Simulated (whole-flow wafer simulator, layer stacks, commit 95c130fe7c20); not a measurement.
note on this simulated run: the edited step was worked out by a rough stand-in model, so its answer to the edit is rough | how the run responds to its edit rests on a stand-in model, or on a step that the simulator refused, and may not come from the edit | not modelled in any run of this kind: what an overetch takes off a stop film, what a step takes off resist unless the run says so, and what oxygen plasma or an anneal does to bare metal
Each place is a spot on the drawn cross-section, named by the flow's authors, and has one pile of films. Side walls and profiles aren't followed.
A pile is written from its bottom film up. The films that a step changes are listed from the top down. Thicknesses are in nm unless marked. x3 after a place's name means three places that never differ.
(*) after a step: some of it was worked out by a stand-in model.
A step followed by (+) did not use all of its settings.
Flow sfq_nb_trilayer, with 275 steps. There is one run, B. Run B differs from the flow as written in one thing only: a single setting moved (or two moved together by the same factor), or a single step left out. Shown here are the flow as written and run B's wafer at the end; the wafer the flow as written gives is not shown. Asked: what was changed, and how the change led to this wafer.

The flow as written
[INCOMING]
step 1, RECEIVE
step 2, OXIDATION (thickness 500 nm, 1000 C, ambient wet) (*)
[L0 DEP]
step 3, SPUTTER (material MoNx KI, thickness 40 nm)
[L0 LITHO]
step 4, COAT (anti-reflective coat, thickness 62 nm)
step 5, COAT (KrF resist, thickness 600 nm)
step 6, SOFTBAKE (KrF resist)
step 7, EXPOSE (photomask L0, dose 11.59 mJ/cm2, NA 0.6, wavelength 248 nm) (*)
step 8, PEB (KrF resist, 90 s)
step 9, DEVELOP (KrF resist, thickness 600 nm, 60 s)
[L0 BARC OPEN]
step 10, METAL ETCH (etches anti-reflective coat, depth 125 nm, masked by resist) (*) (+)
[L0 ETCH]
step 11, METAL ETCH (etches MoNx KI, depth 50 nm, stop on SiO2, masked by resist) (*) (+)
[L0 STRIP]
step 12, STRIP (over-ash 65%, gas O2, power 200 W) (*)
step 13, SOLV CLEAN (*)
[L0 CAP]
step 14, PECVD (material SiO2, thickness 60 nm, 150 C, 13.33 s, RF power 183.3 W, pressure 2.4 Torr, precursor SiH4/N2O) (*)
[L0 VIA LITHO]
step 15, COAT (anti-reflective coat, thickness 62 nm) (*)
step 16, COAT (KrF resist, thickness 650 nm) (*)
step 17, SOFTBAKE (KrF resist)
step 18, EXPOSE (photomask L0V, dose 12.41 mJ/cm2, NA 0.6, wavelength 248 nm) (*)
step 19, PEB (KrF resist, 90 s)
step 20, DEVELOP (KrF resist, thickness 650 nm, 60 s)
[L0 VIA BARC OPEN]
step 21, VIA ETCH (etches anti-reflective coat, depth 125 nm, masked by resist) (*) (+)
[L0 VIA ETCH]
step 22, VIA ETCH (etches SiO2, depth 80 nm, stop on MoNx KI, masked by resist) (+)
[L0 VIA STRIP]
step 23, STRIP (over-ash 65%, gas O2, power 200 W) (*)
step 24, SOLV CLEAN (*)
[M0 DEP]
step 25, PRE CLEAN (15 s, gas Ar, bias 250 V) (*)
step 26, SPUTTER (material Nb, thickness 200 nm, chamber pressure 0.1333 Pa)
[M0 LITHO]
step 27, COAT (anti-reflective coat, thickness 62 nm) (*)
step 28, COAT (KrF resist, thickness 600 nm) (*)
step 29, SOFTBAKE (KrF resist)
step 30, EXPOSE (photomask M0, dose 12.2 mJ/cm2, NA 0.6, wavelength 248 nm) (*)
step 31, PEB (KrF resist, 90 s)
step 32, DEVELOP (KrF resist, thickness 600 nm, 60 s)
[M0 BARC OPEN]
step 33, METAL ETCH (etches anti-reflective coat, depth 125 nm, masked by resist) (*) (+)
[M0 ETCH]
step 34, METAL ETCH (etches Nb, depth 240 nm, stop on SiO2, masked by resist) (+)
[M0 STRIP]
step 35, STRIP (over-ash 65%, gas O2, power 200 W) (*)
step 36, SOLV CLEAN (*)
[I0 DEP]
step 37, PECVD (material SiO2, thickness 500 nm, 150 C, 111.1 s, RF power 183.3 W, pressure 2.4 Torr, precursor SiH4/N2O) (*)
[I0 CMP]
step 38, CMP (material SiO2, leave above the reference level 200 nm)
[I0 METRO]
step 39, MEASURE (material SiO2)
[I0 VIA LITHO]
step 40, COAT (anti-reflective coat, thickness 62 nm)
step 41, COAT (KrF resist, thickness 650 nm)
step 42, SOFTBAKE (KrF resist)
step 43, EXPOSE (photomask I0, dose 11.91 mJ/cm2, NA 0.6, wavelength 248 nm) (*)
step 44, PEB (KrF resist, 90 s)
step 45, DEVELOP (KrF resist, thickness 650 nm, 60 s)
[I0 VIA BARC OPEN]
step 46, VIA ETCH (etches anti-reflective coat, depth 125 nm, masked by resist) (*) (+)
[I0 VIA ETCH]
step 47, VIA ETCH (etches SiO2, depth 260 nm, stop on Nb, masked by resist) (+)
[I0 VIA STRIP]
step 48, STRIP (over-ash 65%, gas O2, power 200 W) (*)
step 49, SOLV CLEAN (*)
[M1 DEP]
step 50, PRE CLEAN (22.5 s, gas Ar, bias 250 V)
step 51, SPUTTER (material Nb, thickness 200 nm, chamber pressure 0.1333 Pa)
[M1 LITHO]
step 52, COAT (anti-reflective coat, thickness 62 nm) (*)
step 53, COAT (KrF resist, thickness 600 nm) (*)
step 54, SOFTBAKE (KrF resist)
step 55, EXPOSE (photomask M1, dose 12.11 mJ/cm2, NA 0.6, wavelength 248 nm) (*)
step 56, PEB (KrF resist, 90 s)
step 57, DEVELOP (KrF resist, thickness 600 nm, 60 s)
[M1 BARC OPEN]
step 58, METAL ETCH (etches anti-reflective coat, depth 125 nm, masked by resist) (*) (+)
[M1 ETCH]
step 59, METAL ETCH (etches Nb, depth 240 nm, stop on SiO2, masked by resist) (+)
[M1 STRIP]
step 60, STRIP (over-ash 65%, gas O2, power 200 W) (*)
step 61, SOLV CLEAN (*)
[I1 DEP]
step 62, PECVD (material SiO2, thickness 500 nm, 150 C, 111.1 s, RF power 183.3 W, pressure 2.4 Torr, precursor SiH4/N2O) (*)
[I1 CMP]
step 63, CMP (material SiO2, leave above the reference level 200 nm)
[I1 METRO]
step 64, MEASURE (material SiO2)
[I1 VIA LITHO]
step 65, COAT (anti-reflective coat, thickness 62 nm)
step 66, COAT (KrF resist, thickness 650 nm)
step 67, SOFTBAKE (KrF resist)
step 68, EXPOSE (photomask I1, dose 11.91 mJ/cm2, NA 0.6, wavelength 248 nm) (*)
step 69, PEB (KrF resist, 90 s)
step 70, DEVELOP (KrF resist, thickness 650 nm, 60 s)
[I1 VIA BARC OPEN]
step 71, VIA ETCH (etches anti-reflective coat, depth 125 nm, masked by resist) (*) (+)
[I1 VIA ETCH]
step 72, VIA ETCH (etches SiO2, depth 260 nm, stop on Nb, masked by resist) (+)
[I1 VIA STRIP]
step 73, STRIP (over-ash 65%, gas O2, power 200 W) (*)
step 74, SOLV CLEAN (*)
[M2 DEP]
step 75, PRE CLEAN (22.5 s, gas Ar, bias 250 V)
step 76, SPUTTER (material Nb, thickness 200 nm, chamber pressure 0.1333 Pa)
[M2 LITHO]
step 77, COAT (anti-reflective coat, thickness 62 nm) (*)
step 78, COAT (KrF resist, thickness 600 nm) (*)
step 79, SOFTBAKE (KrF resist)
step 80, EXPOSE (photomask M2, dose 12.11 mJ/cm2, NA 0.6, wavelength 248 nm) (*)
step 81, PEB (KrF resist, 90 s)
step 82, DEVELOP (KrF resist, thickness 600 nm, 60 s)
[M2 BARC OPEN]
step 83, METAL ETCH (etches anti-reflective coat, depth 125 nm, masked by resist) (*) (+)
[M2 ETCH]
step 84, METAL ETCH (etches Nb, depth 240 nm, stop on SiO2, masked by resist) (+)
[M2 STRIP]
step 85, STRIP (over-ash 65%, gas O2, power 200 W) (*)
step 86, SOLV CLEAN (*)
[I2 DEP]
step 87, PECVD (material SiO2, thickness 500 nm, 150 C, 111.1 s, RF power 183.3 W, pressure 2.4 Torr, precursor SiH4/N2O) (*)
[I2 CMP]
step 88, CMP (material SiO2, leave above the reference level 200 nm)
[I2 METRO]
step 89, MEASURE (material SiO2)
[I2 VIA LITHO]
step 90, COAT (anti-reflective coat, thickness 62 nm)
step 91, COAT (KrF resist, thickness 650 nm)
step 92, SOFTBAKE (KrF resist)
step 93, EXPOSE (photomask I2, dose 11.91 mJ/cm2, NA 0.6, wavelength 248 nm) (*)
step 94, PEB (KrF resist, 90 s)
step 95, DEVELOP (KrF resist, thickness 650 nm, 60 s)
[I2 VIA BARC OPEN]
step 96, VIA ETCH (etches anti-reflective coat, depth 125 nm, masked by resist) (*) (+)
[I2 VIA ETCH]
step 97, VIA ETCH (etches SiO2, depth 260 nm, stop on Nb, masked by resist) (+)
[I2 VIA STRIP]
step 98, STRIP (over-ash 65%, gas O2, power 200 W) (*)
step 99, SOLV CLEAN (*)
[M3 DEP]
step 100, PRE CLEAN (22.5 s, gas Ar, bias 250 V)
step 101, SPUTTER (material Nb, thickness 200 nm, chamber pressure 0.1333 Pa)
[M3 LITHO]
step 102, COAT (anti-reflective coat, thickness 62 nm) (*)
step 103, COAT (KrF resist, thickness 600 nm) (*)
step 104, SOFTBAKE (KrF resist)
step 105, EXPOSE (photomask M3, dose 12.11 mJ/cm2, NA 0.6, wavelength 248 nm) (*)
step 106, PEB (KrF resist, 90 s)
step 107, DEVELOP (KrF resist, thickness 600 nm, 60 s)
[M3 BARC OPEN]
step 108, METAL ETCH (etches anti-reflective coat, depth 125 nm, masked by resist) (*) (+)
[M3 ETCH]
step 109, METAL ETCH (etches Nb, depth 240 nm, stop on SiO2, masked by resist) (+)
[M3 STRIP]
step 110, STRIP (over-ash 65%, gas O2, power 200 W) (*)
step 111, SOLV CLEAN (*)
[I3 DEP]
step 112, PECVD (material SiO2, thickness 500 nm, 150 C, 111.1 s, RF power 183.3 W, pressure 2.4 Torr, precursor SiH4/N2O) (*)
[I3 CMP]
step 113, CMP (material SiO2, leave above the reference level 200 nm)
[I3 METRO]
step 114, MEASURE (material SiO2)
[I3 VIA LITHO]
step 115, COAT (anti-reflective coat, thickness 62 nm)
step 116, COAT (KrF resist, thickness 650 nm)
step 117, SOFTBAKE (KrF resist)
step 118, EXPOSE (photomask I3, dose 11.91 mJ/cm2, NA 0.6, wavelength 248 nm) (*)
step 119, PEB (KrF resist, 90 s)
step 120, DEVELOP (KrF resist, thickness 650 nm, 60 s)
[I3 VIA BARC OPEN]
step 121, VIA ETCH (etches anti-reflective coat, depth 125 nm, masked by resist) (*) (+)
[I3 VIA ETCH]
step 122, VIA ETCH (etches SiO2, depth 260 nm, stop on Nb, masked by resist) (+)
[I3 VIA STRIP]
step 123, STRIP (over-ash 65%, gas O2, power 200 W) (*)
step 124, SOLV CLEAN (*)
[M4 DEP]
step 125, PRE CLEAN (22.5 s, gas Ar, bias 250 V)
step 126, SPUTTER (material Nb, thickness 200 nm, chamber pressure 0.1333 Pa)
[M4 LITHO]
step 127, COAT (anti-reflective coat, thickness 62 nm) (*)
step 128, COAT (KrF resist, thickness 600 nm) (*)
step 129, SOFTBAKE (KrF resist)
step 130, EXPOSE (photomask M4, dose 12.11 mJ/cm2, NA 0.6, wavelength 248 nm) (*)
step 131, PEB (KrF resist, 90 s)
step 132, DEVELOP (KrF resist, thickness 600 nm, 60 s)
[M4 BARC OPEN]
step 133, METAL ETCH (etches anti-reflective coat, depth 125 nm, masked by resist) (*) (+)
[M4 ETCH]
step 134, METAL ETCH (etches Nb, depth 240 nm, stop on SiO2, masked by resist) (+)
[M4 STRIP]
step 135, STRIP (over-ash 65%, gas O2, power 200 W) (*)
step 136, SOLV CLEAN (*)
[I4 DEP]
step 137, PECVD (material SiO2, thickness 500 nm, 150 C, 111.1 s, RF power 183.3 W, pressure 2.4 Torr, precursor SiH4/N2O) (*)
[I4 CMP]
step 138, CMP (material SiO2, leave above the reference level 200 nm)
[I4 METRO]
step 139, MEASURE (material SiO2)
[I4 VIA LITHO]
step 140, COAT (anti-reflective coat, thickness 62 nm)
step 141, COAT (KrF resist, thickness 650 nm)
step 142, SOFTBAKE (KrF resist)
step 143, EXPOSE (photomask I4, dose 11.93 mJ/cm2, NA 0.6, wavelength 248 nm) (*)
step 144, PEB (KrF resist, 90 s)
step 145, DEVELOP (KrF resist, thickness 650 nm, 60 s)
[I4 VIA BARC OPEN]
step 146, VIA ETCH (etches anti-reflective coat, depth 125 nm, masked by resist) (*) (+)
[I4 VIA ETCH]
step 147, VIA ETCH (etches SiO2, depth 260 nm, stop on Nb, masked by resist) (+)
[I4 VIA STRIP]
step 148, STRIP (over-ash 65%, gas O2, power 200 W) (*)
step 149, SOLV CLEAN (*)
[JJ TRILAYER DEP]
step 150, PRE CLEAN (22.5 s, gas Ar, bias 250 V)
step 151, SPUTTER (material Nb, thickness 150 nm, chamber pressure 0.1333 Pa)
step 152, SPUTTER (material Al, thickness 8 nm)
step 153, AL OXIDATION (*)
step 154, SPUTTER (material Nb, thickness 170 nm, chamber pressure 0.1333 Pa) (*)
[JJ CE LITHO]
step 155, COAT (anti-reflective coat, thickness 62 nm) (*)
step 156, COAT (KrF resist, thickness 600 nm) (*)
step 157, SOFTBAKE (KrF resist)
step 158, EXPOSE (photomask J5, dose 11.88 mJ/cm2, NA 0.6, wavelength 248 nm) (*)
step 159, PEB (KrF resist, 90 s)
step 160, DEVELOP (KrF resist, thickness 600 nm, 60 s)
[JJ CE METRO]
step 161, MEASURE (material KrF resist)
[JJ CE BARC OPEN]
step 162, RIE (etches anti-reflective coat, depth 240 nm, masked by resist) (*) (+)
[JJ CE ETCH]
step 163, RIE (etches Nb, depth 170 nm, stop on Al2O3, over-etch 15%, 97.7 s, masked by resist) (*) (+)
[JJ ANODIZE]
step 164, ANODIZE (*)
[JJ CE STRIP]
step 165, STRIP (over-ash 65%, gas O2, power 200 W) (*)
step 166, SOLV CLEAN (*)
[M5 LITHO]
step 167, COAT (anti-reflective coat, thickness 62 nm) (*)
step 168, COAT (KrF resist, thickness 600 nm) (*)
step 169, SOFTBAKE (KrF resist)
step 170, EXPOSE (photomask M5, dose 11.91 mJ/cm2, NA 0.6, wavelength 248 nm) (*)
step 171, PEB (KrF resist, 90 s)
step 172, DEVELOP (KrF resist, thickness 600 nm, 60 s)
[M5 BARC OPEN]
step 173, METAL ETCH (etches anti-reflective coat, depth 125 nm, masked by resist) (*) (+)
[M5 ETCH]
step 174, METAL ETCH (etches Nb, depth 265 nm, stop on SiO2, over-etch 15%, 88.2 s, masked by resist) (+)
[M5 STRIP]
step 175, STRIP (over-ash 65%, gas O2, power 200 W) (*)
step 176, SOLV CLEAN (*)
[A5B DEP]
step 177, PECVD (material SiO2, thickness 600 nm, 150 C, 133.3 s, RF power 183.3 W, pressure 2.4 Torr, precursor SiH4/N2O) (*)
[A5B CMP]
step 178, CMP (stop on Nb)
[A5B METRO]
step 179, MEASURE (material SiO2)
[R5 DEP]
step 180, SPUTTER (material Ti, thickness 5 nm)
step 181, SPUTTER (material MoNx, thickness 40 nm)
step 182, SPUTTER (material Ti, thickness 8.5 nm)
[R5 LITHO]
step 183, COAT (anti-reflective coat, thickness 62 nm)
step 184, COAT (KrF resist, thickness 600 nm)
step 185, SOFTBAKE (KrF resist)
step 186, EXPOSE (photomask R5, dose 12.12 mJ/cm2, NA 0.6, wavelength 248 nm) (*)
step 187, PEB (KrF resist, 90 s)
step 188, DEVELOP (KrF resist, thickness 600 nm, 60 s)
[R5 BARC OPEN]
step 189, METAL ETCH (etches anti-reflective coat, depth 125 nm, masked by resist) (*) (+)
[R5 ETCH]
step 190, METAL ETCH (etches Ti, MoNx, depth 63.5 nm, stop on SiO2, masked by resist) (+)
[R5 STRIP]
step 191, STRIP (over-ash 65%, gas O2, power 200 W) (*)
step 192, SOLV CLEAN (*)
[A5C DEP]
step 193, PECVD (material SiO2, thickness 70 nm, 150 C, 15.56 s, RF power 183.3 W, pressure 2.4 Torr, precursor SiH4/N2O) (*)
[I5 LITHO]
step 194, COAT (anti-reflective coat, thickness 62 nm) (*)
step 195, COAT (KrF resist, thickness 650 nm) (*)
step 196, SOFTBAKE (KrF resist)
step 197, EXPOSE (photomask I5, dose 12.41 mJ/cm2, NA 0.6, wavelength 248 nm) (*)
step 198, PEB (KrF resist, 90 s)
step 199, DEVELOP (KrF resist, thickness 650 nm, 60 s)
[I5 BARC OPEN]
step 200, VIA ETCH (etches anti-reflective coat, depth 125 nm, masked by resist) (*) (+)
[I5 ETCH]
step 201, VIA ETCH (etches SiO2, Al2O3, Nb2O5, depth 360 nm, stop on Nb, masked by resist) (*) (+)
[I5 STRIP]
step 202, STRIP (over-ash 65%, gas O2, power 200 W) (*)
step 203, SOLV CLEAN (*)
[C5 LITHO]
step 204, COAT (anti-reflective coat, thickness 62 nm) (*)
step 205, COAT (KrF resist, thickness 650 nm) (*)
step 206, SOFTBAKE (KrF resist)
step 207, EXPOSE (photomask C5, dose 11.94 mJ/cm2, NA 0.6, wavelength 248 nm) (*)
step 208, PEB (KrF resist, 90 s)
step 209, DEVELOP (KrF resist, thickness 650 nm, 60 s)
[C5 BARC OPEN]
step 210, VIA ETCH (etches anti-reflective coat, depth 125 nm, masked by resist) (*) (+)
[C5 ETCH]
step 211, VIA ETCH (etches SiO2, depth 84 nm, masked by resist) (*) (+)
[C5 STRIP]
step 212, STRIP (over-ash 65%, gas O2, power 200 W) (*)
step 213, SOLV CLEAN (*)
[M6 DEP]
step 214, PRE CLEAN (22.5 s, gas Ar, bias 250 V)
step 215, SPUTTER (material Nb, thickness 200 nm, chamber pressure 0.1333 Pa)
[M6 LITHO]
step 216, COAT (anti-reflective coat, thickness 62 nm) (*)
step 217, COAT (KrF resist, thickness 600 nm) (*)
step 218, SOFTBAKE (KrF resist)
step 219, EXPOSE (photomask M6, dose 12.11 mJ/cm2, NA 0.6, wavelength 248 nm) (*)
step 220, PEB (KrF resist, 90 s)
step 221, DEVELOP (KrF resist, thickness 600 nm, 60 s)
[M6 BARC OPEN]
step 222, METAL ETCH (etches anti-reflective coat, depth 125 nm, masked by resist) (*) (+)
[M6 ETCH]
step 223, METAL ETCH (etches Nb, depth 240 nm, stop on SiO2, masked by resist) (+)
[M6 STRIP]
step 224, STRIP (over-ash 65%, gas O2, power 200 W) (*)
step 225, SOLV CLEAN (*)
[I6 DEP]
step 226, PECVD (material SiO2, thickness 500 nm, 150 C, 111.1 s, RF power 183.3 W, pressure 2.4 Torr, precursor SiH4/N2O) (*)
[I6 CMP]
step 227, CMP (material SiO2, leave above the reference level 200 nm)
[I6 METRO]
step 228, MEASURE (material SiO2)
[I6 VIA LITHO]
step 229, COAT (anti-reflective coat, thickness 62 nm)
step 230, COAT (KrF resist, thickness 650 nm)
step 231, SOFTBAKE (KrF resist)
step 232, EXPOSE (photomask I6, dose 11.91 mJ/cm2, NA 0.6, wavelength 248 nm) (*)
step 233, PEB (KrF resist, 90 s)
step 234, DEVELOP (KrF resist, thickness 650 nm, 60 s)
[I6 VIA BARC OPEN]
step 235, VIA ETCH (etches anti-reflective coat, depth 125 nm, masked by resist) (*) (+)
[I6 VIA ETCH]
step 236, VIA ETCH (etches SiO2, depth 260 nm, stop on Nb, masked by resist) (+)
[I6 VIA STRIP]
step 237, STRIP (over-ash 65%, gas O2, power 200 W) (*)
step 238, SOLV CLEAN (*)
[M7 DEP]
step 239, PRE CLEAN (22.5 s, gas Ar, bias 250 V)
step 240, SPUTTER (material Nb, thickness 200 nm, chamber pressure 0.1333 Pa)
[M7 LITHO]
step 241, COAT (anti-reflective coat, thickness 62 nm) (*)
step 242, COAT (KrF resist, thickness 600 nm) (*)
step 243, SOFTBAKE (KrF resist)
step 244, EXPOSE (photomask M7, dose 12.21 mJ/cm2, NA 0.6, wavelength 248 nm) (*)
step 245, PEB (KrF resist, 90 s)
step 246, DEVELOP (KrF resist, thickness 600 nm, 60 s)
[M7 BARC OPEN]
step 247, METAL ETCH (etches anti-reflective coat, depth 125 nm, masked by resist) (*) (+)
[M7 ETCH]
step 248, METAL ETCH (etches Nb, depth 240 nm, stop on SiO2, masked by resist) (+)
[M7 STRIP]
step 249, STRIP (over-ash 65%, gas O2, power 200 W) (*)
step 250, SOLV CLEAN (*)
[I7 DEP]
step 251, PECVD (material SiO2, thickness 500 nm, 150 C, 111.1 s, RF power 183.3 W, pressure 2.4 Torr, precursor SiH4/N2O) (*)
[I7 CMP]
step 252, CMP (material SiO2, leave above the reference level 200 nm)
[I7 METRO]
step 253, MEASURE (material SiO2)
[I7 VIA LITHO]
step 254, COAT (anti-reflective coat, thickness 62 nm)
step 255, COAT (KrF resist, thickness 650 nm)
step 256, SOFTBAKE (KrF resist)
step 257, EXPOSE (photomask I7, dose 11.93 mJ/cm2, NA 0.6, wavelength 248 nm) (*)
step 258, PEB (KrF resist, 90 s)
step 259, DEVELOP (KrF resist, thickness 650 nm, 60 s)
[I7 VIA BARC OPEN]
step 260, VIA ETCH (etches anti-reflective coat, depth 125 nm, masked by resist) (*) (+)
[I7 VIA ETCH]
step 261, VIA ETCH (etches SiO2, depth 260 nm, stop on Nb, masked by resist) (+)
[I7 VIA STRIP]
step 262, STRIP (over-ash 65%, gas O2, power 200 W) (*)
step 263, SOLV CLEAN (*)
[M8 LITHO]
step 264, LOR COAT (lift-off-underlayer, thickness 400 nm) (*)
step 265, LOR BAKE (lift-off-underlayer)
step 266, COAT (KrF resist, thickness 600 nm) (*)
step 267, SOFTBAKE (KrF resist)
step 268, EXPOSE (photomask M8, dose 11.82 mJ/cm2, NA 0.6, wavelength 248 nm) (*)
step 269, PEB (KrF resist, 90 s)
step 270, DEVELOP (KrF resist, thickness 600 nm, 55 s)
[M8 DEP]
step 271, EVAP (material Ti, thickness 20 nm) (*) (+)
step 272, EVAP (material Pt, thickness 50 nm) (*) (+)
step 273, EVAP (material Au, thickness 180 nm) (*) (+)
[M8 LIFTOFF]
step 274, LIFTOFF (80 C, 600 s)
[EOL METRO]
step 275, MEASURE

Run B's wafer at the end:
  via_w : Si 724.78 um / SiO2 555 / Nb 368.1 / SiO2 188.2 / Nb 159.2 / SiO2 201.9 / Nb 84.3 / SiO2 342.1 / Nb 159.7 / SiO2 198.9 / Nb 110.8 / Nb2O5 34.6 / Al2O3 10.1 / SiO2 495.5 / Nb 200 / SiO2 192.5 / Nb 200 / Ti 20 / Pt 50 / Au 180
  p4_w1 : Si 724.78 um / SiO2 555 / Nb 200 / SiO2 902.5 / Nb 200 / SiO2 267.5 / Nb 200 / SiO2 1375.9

The reason: step 62, PECVD: thickness 225 nm was run, while the flow as written has thickness 500 nm; step 62, PECVD: 50 s was run, where the flow has 111.1 s.

How this came from the change, step by step:
  step 62, PECVD (material SiO2, thickness 500 nm, 150 C, 111.1 s, RF power 183.3 W, pressure 2.4 Torr, precursor SiH4/N2O) (*)
      field_l, be, be_sur and 72 more: SiO2 gains 225 (as written it would have been: SiO2 gains 500)
      v_sur, via_wl, via_wr and 20 more: SiO2 gains 225 (new film) (as written it would have been: SiO2 gains 500 (new film))
      (and at 8 other places as well)
  step 63, CMP (material SiO2, leave above the reference level 200 nm)
      field_l, be, be_sur and 72 more: nothing (as written it would have been: SiO2 loses 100)
      lsp_m, ln_m6, lsp_r, l0_sur, l0v: nothing (as written it would have been: SiO2 loses 94.9)
      (and at 26 other places as well)
  step 65, COAT (anti-reflective coat, thickness 62 nm)
      gap, jj_sur, be_r, p3_l2, p3_s2, p3_l6: anti-reflective coat gains 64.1 (new film) (as written it would have been: anti-reflective coat gains 62 (new film))
      m0r_space_l, m0r_space_r, m6r_space_l, m6r_space_r, m7r_space_l, m7r_space_r: anti-reflective coat gains 81.3 (new film) (as written it would have been: anti-reflective coat gains 62 (new film))
      (and at 78 other places as well)
  step 66, COAT (KrF resist, thickness 650 nm)
      m0r_line_l, m0r_line_r, m6r_line_l, m6r_line_r, m7r_line_l, m7r_line_r: KrF resist gains 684 (new film) (as written it would have been: KrF resist gains 650 (new film))
      m0r_space_l, m0r_space_r, m6r_space_l, m6r_space_r, m7r_space_l, m7r_space_r: KrF resist gains 673 (new film) (as written it would have been: KrF resist gains 650 (new film))
      (and at 60 other places as well)
  step 70, DEVELOP (KrF resist, thickness 650 nm, 60 s)
      via_v: KrF resist loses 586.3 (all of it) (as written it would have been: KrF resist loses 648.6 (all of it))
  step 71, VIA ETCH (etches anti-reflective coat, depth 125 nm, masked by resist) (*) (+)
      field_l, v_sur, via_wl and 102 more: KrF resist loses 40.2 (as written it would have been: KrF resist loses 51.7)
      via_v: anti-reflective coat loses 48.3 (all of it), SiO2 loses 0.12 (as written it would have been: anti-reflective coat loses 62 (all of it), SiO2 loses 0.16)
  step 73, STRIP (over-ash 65%, gas O2, power 200 W) (*)
      m0r_line_l, m0r_line_r, m6r_line_l, m6r_line_r, m7r_line_l, m7r_line_r: KrF resist loses 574 (all of it), anti-reflective coat loses 61.7 (all of it) (as written it would have been: KrF resist loses 528.6 (all of it), anti-reflective coat loses 62 (all of it))
      m0r_space_l, m0r_space_r, m6r_space_l, m6r_space_r, m7r_space_l, m7r_space_r: KrF resist loses 563 (all of it), anti-reflective coat loses 81.3 (all of it) (as written it would have been: KrF resist loses 528.6 (all of it), anti-reflective coat loses 62 (all of it))
      (and at 93 other places as well)
  step 76, SPUTTER (material Nb, thickness 200 nm, chamber pressure 0.1333 Pa)
      lsp_m, ln_m6, lsp_r, l0_sur, l0v: Nb gains 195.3 (new film) (as written it would have been: Nb gains 200 (new film))
      be, lsp_l: Nb gains 184 (new film) (as written it would have been: Nb gains 200 (new film))
      (and at 1 other place as well)
  step 77, COAT (anti-reflective coat, thickness 62 nm) (*)
      p3_s1, p3_l3, p3_s3, p3_l4, p3_s4, p3_l5: anti-reflective coat gains 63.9 (new film) (as written it would have been: anti-reflective coat gains 62 (new film))
      m0r_space_l, m0r_space_r, m6r_space_l, m6r_space_r, m7r_space_l, m7r_space_r: anti-reflective coat gains 79.9 (new film) (as written it would have been: anti-reflective coat gains 62 (new film))
      (and at 78 other places as well)
  step 78, COAT (KrF resist, thickness 600 nm) (*)
      m0r_line_l, m0r_line_r, m6r_line_l, m6r_line_r, m7r_line_l, m7r_line_r: KrF resist gains 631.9 (new film) (as written it would have been: KrF resist gains 600 (new film))
      m0r_space_l, m0r_space_r, m6r_space_l, m6r_space_r, m7r_space_l, m7r_space_r: KrF resist gains 623.3 (new film) (as written it would have been: KrF resist gains 600 (new film))
      (and at 62 other places as well)
  step 82, DEVELOP (KrF resist, thickness 600 nm, 60 s)
      m0r_line_l, m0r_line_r, m6r_line_l, m6r_line_r, m7r_line_l, m7r_line_r: KrF resist loses 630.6 (all of it) (as written it would have been: KrF resist loses 598.7 (all of it))
      m0r_space_l, m0r_space_r, m6r_space_l, m6r_space_r, m7r_space_l, m7r_space_r: KrF resist loses 622 (all of it) (as written it would have been: KrF resist loses 598.7 (all of it))
      (and at 40 other places as well)
  step 83, METAL ETCH (etches anti-reflective coat, depth 125 nm, masked by resist) (*) (+)
      m5r_linepad_l, m5r_linepad_r, r5r_spacepad_l, r5r_spacepad_r, m8r_pad_l, m8r_pad_r: anti-reflective coat loses 125 (as written it would have been: anti-reflective coat loses 62 (all of it))
      v_sur, via_wl, via_w and 19 more: KrF resist loses 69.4 (as written it would have been: KrF resist loses 51.7)
      (and at 62 other places as well)
  step 84, METAL ETCH (etches Nb, depth 240 nm, stop on SiO2, masked by resist) (+)
      m5r_linepad_l, m5r_linepad_r: anti-reflective coat loses 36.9 (all of it), Nb loses 200 (all of it) (as written it would have been: Nb loses 200 (all of it))
      r5r_spacepad_l, r5r_spacepad_r: anti-reflective coat loses 37.1 (all of it), Nb loses 200 (all of it) (as written it would have been: Nb loses 200 (all of it))
      (and at 9 other places as well)
  step 85, STRIP (over-ash 65%, gas O2, power 200 W) (*)
      wl_a_sr, wl_b_m5: KrF resist loses 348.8 (all of it), anti-reflective coat loses 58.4 (all of it) (as written it would have been: KrF resist loses 382.4 (all of it), anti-reflective coat loses 62 (all of it))
      v_sur: KrF resist loses 273.8 (all of it), anti-reflective coat loses 39 (all of it) (as written it would have been: KrF resist loses 380 (all of it), anti-reflective coat loses 61.4 (all of it))
      (and at 19 other places as well)
  step 87, PECVD (material SiO2, thickness 500 nm, 150 C, 111.1 s, RF power 183.3 W, pressure 2.4 Torr, precursor SiH4/N2O) (*)
      wl_d_sl, wl_d_sr: SiO2 gains 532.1 (as written it would have been: SiO2 gains 500)
      via_w: SiO2 gains 626.6 (new film) (as written it would have been: SiO2 gains 500 (new film))
  step 88, CMP (material SiO2, leave above the reference level 200 nm)
      field_l, be, be_sur and 79 more: nothing (as written it would have been: SiO2 loses 100)
      via_w: SiO2 loses 157.1 (as written it would have been: SiO2 loses 300)
  ... another 42 steps ...
  step 178, CMP (stop on Nb)
      via_w: SiO2 loses 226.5 (as written it would have been: SiO2 loses 235.2)
If metal films that touch count as one body, via_w has 7 bodies (between them, from the top down: SiO2 192.5; SiO2 495.5 / Al2O3 10.1 / Nb2O5 34.6; SiO2 198.9; SiO2 342.1; SiO2 201.9; SiO2 188.2); the flow as written gives 5 bodies (between them, from the top down: SiO2 192.5; SiO2 427.3 / Al2O3 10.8 / Nb2O5 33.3; SiO2 425.9; SiO2 416.9).
